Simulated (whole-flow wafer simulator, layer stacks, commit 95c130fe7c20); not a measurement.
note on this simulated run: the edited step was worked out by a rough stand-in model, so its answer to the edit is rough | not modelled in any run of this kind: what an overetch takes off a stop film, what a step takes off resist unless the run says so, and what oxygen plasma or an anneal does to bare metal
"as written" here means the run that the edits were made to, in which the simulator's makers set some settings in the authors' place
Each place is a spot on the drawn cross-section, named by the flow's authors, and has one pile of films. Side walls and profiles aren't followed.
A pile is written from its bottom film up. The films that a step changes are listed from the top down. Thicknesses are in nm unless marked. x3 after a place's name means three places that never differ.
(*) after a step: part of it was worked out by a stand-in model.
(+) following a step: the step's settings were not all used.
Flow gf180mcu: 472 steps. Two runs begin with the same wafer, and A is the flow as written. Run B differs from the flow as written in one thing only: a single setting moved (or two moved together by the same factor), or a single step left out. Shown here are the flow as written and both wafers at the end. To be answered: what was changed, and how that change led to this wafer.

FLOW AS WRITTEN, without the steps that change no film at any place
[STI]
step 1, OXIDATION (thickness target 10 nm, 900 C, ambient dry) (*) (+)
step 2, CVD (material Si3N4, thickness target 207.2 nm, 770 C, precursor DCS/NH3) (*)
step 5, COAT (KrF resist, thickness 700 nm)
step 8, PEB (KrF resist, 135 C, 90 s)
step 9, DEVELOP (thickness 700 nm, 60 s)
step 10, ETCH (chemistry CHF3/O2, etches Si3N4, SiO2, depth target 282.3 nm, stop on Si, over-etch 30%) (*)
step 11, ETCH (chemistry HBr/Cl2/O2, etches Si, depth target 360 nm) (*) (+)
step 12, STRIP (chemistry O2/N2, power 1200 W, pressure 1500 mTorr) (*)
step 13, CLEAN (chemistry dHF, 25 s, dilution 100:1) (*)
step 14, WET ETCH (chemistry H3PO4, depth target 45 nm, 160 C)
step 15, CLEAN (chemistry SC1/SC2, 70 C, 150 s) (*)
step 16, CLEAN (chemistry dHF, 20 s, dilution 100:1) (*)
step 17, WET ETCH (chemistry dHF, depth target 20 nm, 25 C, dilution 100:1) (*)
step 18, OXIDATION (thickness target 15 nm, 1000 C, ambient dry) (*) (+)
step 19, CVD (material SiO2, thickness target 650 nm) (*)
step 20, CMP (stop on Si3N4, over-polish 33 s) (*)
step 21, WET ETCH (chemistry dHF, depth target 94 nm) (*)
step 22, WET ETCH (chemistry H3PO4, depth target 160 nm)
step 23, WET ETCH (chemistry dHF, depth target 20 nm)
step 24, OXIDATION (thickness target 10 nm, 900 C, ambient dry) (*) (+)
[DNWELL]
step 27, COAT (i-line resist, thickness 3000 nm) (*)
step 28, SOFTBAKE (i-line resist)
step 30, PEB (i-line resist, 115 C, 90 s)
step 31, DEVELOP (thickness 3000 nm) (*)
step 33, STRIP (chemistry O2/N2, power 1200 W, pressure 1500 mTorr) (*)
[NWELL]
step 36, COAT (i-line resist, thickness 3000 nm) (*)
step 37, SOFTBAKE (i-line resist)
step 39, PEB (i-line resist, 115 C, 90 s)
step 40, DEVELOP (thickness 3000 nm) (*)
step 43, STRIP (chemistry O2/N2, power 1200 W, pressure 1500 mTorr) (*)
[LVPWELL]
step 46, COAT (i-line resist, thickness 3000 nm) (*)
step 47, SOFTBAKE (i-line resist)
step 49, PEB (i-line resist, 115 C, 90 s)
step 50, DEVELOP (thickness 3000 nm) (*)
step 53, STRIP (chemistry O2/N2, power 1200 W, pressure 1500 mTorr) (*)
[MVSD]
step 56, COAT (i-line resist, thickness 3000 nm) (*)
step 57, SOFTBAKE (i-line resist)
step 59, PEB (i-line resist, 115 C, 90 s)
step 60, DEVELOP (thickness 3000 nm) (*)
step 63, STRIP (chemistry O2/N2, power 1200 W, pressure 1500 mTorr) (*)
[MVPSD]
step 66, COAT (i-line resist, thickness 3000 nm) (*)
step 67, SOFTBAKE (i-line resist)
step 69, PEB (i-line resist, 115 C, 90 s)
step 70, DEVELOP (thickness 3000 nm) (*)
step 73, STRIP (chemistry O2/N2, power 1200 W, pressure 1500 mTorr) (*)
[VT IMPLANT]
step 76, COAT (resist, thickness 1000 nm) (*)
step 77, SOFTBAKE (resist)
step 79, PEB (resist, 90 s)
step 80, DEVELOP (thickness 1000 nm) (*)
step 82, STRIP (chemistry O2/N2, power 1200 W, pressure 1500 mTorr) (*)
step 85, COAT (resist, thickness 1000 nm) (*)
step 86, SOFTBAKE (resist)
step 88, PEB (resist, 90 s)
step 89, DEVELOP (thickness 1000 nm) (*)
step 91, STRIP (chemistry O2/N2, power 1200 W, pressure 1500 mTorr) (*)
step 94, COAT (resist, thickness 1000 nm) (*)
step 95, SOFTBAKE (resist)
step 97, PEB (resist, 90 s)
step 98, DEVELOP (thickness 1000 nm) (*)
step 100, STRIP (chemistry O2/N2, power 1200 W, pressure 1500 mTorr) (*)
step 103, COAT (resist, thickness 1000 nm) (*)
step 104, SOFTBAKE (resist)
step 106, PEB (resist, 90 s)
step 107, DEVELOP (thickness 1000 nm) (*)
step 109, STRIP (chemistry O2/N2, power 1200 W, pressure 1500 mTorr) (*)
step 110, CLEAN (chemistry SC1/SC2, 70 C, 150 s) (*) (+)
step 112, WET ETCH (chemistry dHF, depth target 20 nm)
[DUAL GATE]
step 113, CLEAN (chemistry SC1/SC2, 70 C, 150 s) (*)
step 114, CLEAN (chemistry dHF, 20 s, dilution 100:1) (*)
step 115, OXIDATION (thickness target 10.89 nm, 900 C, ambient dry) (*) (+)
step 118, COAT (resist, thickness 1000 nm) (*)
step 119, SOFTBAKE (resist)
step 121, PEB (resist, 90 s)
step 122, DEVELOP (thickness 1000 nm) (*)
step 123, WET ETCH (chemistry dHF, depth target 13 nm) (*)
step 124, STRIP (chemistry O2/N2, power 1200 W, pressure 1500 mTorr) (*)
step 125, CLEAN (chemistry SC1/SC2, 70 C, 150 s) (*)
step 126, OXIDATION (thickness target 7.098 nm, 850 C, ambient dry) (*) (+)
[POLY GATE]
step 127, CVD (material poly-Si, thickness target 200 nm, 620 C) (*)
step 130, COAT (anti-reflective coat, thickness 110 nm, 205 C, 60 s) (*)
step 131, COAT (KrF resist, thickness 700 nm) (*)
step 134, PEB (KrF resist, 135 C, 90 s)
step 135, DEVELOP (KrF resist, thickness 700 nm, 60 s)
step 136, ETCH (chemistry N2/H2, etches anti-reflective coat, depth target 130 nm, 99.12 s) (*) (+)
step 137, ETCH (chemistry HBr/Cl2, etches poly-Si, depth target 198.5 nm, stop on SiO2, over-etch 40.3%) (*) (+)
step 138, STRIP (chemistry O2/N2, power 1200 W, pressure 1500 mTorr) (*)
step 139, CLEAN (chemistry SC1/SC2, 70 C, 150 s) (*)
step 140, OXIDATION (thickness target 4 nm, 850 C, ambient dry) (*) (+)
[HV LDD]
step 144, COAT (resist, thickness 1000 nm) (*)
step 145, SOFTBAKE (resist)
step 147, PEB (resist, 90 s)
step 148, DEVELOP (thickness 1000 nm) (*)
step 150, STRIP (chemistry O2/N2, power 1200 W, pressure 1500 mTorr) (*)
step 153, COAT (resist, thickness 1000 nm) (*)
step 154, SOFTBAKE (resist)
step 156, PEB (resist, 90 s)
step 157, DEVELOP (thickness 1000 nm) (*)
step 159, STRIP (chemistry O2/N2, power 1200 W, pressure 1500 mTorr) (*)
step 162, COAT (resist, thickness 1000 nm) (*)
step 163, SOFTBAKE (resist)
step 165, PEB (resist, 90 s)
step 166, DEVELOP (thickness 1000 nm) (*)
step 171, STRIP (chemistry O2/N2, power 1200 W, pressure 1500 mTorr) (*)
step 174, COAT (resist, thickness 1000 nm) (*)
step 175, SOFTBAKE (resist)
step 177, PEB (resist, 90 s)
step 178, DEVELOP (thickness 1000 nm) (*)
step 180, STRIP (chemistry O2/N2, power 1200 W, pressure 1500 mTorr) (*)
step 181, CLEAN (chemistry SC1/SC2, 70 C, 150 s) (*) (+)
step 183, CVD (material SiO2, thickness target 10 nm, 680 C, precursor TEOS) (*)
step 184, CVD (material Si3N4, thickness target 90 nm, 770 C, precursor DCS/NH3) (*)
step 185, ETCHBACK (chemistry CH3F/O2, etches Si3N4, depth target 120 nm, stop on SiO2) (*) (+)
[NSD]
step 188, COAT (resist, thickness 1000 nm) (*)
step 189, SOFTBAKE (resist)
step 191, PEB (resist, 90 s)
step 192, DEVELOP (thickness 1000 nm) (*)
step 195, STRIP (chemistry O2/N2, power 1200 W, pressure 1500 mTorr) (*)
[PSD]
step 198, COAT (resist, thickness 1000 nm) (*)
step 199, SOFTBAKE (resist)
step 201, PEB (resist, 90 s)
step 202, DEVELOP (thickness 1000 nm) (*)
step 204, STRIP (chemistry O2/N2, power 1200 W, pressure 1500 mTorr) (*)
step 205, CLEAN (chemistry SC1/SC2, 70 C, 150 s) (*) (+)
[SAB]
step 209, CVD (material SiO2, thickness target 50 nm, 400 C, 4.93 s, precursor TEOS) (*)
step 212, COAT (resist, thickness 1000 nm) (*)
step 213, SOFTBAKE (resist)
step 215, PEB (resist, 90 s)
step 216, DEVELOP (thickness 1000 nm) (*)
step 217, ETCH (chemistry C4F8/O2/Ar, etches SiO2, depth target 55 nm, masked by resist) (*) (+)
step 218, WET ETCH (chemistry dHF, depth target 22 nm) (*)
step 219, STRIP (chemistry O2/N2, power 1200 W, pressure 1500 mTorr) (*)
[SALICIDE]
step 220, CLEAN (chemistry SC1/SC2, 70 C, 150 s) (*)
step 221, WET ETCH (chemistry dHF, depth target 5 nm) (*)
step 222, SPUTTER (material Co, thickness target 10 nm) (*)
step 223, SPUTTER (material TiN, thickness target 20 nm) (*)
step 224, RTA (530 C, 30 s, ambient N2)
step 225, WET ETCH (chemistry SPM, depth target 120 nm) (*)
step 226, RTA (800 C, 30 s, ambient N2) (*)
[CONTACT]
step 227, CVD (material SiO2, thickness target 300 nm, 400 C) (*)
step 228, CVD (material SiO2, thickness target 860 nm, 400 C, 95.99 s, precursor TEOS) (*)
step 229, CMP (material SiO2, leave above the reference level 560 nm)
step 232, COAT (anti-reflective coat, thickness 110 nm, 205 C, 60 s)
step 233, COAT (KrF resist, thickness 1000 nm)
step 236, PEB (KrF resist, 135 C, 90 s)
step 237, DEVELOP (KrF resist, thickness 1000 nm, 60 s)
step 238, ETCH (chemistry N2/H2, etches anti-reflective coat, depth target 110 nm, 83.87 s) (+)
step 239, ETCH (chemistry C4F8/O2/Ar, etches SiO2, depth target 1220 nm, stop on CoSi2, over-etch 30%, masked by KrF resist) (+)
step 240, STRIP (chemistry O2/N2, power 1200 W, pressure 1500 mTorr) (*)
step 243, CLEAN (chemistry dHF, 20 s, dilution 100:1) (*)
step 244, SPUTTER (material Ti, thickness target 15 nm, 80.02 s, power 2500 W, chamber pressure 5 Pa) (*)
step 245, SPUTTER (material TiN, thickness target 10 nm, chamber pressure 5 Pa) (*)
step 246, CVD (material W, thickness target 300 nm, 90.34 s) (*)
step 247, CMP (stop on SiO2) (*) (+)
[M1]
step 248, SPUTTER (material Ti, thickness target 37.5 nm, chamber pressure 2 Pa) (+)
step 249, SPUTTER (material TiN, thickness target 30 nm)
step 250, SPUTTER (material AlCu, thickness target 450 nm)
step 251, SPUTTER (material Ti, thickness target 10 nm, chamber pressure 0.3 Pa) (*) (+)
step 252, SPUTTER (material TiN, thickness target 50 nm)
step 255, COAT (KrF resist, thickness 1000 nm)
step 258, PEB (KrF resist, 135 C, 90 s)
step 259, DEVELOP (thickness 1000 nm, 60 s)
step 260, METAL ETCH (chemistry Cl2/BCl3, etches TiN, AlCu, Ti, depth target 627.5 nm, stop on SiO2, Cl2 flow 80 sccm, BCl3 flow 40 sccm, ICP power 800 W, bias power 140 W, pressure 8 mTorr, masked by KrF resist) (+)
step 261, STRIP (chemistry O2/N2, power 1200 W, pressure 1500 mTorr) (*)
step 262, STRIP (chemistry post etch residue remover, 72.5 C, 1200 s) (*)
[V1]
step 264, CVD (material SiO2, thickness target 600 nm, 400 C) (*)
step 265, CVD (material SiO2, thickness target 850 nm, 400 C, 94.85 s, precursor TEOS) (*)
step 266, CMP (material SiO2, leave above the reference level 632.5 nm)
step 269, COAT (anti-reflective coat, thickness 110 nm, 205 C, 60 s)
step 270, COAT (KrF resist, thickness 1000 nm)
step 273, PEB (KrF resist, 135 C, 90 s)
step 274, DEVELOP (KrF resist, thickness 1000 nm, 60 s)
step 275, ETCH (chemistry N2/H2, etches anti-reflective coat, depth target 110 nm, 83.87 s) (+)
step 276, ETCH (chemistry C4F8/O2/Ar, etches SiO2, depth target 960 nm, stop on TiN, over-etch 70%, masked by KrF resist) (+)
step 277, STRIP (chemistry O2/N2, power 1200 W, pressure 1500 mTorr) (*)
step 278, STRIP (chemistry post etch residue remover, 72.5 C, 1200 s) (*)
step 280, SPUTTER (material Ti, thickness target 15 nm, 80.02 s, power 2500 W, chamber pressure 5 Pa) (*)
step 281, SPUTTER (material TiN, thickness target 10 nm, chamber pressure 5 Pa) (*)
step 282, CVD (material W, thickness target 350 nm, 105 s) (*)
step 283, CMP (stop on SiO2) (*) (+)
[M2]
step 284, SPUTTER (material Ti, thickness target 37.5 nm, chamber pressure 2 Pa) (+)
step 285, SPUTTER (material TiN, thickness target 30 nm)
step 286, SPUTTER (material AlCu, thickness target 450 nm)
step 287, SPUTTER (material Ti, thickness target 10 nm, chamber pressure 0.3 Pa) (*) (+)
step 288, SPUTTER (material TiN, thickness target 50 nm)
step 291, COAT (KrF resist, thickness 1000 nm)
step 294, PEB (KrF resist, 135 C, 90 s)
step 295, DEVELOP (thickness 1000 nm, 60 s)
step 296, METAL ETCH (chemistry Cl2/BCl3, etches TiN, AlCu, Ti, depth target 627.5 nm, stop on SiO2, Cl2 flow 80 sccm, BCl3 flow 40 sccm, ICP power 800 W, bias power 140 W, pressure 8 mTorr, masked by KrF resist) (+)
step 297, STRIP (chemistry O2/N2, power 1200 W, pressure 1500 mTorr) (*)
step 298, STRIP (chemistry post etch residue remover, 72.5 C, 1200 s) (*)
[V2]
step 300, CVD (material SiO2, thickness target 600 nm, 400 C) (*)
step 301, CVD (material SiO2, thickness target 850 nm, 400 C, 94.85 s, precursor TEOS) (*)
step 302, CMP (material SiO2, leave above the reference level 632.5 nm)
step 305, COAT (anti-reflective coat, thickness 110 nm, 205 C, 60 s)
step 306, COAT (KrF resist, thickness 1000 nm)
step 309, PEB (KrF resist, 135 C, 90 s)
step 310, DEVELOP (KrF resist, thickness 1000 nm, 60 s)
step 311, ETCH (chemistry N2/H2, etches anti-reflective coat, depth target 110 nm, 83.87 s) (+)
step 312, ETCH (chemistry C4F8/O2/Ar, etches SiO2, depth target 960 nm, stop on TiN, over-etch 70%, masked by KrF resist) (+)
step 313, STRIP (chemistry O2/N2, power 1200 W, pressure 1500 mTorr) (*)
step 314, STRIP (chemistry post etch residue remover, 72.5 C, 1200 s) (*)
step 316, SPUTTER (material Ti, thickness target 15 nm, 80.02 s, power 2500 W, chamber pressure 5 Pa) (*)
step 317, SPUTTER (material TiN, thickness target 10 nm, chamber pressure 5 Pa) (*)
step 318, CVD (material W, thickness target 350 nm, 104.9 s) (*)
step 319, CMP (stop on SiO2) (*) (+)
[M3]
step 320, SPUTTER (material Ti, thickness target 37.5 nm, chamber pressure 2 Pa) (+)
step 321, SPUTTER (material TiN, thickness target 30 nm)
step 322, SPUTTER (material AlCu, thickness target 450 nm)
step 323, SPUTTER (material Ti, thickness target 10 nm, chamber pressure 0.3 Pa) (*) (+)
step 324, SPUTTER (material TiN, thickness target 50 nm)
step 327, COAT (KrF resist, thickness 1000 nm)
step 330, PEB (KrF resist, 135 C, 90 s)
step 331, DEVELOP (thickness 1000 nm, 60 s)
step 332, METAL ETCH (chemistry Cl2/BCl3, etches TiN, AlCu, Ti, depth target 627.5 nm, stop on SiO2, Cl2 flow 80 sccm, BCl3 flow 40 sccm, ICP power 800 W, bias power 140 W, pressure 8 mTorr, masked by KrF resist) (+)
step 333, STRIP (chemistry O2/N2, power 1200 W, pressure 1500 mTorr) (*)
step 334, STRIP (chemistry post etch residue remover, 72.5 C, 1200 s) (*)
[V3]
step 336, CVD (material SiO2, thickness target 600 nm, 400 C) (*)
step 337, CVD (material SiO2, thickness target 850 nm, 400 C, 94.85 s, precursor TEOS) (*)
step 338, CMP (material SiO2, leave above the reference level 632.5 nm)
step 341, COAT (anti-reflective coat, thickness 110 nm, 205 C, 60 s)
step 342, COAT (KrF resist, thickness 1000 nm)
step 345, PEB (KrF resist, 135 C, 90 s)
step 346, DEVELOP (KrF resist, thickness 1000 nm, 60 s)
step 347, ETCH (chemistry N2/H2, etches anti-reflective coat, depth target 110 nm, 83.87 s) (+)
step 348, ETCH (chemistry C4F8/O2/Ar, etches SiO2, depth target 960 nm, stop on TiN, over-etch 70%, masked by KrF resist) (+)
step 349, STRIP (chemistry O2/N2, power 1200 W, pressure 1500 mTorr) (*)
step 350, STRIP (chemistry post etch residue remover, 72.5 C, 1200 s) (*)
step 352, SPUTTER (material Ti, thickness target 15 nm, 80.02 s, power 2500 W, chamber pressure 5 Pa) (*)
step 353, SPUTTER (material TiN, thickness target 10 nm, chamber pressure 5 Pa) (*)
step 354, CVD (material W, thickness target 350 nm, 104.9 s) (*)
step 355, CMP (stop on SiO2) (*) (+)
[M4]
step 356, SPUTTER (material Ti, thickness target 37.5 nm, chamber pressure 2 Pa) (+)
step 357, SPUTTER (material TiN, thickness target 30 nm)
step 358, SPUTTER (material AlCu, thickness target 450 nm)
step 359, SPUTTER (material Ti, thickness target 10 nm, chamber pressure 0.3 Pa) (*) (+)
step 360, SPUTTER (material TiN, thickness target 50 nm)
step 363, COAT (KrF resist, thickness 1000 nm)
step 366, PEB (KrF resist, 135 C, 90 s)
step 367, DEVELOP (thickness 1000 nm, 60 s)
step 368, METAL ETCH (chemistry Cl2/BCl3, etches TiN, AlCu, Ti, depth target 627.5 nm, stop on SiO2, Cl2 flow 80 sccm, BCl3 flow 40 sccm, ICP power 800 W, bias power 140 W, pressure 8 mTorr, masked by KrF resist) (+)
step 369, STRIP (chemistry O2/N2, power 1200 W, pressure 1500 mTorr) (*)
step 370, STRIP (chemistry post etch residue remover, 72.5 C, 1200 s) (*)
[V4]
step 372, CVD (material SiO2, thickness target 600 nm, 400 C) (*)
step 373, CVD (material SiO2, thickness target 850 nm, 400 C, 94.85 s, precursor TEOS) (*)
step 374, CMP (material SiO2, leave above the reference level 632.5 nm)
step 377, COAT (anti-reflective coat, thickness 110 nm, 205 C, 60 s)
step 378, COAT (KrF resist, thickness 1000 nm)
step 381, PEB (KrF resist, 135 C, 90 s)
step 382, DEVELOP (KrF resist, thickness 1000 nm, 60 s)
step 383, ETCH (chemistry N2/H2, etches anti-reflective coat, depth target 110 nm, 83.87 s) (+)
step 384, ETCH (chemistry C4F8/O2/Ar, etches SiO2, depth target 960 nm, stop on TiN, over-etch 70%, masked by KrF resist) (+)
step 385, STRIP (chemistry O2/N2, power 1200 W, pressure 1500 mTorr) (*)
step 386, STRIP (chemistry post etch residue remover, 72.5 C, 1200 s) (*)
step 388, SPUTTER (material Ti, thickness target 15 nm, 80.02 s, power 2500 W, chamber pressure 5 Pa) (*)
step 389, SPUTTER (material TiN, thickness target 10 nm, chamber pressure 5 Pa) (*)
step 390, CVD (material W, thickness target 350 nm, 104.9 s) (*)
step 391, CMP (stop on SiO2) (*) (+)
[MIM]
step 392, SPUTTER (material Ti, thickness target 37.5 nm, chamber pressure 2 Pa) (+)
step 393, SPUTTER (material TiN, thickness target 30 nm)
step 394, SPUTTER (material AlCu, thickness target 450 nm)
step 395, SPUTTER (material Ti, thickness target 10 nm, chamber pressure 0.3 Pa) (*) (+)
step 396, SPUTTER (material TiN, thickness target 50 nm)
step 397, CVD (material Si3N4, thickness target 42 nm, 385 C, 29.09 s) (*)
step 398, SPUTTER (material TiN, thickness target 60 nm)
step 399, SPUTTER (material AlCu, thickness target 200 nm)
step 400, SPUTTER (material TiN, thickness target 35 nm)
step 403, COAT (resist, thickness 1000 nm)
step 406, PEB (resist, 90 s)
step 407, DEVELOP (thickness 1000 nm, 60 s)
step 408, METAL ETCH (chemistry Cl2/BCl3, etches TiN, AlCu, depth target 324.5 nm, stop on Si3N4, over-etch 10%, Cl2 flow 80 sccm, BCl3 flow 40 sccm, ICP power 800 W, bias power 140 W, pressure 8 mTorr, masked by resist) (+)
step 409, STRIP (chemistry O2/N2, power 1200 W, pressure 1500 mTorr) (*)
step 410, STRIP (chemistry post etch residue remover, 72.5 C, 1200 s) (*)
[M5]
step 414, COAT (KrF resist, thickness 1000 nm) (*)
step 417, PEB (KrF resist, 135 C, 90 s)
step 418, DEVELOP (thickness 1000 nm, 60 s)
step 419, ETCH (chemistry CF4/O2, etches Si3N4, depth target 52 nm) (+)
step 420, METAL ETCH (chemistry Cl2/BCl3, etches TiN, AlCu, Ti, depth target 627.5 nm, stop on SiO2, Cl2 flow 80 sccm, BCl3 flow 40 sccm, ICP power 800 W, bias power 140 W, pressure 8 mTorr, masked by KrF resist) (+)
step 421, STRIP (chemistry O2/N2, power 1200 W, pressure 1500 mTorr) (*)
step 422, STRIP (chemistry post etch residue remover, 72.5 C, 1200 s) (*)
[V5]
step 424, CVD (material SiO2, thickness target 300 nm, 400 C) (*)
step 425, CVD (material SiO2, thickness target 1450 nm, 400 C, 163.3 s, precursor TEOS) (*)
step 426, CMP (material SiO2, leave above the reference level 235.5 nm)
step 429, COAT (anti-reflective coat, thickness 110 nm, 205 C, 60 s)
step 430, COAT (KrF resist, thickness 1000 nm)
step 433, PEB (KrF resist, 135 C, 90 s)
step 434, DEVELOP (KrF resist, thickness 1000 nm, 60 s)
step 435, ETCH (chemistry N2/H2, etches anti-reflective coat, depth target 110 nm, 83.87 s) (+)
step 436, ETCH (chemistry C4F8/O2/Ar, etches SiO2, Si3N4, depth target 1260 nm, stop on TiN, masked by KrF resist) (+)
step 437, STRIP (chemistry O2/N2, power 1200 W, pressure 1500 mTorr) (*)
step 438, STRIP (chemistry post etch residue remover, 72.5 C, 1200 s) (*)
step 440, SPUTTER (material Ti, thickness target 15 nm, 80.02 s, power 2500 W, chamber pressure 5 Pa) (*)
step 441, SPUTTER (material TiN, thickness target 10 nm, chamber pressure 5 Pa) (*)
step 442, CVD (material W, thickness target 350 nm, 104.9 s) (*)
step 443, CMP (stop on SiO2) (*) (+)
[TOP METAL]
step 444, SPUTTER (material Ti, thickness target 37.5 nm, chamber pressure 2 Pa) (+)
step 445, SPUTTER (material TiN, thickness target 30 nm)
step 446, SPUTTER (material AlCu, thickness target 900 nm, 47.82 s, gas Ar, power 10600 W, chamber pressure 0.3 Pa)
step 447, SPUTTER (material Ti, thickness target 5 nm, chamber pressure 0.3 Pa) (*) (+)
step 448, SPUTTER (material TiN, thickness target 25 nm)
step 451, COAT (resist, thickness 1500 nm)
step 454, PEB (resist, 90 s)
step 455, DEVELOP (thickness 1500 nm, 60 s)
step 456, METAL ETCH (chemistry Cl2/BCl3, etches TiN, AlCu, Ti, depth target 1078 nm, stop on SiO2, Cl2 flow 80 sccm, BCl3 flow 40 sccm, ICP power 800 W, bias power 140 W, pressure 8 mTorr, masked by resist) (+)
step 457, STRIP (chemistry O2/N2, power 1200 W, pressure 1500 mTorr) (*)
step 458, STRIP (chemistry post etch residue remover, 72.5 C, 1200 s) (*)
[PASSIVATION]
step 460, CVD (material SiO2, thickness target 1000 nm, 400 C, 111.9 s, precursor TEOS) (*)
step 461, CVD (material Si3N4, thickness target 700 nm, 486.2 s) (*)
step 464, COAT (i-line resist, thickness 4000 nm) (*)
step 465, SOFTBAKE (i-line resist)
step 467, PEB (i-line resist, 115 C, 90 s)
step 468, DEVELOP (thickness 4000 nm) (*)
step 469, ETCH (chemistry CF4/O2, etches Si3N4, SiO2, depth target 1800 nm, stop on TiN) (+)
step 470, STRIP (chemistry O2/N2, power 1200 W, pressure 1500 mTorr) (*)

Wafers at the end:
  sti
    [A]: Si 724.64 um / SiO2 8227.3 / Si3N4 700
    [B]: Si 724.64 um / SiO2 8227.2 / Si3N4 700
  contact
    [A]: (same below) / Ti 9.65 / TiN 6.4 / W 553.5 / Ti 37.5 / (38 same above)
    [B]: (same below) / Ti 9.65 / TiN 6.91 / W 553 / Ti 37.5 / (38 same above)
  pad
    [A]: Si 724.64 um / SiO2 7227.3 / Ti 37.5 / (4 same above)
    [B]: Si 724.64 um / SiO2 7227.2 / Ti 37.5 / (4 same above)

Cause: step 281, SPUTTER: thickness target 10.8 nm was run, while the flow as written has thickness target 10 nm.

How this came from the change, step by step:
  step 281, SPUTTER (material TiN, thickness target 10 nm, chamber pressure 5 Pa) (*)
      field, field__w1, field__w2 and 107 more: A TiN gains 10 (new film) | B TiN gains 10.8 (new film)
      contact: A TiN gains 6.4 (new film) | B TiN gains 6.91 (new film)
  step 283, CMP (stop on SiO2) (*) (+)
      field, field__w1, field__w2 and 107 more: A W loses 350 (all of it), TiN loses 10 (all of it), Ti loses 15 (all of it), SiO2 loses 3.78 | B W loses 350 (all of it), TiN loses 10.8 (all of it), Ti loses 15 (all of it), SiO2 loses 3.79
